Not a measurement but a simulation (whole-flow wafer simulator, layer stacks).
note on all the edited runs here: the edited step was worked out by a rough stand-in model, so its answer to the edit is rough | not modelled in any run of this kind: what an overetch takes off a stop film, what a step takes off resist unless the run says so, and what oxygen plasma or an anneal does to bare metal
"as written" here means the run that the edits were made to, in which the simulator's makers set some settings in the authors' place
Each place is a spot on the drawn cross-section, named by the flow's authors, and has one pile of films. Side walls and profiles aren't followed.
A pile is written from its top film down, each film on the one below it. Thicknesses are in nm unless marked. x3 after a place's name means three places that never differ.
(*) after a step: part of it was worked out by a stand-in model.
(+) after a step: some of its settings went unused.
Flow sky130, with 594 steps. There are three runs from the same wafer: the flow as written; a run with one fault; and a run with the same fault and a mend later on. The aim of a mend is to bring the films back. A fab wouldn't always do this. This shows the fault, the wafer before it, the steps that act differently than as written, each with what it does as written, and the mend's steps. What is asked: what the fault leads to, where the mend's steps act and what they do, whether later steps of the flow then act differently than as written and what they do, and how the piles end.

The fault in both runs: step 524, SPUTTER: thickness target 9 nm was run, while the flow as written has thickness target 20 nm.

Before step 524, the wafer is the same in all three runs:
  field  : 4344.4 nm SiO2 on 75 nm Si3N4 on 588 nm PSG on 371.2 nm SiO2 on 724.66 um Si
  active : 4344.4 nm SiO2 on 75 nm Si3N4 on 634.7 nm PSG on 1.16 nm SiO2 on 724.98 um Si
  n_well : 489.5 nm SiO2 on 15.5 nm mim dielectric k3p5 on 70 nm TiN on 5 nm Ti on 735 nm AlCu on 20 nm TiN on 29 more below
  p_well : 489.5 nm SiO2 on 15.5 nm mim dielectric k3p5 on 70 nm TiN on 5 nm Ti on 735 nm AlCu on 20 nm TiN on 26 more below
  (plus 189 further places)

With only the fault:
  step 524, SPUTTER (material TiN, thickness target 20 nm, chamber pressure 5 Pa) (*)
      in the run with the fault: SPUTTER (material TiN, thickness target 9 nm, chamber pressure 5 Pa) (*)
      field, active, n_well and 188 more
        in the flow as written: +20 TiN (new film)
        in the run with the fault: +9 TiN (new film)
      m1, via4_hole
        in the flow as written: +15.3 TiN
        in the run with the fault: +6.87 TiN
  Steps later in the flow that act otherwise than as written (1 more step, not shown, differs only slightly: by at most 2% or 0.5 nm, whichever is larger):
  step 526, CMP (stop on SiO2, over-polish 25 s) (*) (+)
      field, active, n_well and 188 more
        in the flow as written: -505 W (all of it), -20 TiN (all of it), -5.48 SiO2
        in the run with the fault: -505 W (all of it), -9 TiN (all of it), -5.48 SiO2
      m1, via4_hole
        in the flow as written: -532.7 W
        in the run with the fault: -521.7 W
  By the end, the piles at m1, via4_hole depart from the flow's by more than 2% or 0.5 nm, whichever is larger.
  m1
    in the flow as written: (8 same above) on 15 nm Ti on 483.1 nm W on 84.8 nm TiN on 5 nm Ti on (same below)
    in the run with the fault: (8 same above) on 15 nm Ti on 491.5 nm W on 76.5 nm TiN on 5 nm Ti on (same below)
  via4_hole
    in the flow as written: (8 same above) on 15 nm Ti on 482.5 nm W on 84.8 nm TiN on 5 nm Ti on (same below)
    in the run with the fault: (8 same above) on 15 nm Ti on 490.9 nm W on 76.4 nm TiN on 5 nm Ti on (same below)

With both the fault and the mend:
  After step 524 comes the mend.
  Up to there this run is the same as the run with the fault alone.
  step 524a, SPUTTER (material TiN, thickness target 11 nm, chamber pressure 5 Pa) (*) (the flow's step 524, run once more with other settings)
      field, active, n_well and 188 more
        +11 TiN
      m1
        +8.39 TiN
      via4_hole
        +8.38 TiN
  Every later step of the flow that is run acts as written at every place that is followed.
  The piles end the same as the flow's at every place that both follow.
